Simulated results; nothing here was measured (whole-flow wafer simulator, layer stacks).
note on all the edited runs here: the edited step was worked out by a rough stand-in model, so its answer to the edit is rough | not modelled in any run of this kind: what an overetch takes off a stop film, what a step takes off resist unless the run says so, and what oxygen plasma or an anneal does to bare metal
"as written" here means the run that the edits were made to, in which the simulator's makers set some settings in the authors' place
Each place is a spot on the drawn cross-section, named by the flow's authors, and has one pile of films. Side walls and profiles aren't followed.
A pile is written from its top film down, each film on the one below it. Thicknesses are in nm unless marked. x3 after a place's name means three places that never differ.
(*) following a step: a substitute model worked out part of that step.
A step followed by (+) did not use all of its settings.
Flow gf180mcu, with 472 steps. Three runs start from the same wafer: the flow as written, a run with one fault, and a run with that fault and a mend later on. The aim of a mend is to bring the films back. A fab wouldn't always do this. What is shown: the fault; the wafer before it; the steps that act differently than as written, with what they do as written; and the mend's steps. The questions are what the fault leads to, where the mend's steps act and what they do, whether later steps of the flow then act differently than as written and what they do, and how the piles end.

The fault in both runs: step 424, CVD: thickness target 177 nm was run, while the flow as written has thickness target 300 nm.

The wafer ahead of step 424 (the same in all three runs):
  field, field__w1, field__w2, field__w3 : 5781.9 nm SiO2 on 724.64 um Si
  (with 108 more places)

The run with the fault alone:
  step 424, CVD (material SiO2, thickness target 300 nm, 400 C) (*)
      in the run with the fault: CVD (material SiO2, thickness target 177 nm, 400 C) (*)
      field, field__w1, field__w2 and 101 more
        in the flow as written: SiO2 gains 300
        in the run with the fault: SiO2 gains 177
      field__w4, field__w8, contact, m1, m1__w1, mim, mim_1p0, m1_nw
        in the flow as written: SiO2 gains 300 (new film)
        in the run with the fault: SiO2 gains 177 (new film)
  Steps further on in the flow that do not act as written (1 other step is not shown; it differs only slightly, by no more than 2% or 0.5 nm, whichever is larger):
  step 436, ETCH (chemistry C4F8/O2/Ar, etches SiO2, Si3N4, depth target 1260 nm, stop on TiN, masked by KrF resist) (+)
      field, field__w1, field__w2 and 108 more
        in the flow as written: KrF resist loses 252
        in the run with the fault: KrF resist loses 224.5
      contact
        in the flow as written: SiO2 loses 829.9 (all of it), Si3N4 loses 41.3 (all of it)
        in the run with the fault: SiO2 loses 706.9 (all of it), Si3N4 loses 41.3 (all of it)
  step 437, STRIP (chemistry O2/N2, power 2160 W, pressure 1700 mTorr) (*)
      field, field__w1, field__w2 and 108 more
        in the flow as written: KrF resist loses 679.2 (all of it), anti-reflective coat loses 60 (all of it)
        in the run with the fault: KrF resist loses 706.7 (all of it), anti-reflective coat loses 60 (all of it)
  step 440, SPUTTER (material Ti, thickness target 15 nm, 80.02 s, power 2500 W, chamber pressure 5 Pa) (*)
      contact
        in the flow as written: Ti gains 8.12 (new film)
        in the run with the fault: Ti gains 8.72 (new film)
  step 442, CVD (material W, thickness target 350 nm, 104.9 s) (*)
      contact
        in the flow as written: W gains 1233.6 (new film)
        in the run with the fault: W gains 1109.6 (new film)
  At field__w4, field__w8, contact, m1, m1__w1, mim, mim_1p0, m1_nw, the piles at the end differ from the flow's by more than 2% or 0.5 nm, whichever is larger.
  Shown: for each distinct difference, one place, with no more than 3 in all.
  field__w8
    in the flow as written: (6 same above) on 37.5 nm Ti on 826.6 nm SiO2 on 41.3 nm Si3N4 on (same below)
    in the run with the fault: (6 same above) on 37.5 nm Ti on 703.6 nm SiO2 on 41.3 nm Si3N4 on (same below)
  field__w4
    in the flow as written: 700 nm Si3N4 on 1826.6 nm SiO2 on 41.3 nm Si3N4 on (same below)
    in the run with the fault: 700 nm Si3N4 on 1703.6 nm SiO2 on 41.3 nm Si3N4 on (same below)
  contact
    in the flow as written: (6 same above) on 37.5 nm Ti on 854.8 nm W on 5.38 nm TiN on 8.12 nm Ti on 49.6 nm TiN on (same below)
    in the run with the fault: (6 same above) on 37.5 nm Ti on 730.8 nm W on 5.78 nm TiN on 8.72 nm Ti on 49.6 nm TiN on (same below)

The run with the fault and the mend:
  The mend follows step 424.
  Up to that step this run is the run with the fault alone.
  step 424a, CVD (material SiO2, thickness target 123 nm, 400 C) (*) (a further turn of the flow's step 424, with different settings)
      field, field__w1, field__w2 and 109 more
        SiO2 gains 123
  Later steps of the flow that are run all act as written at every place that is followed.
  At every place that both follow, the piles at the end match the flow's.
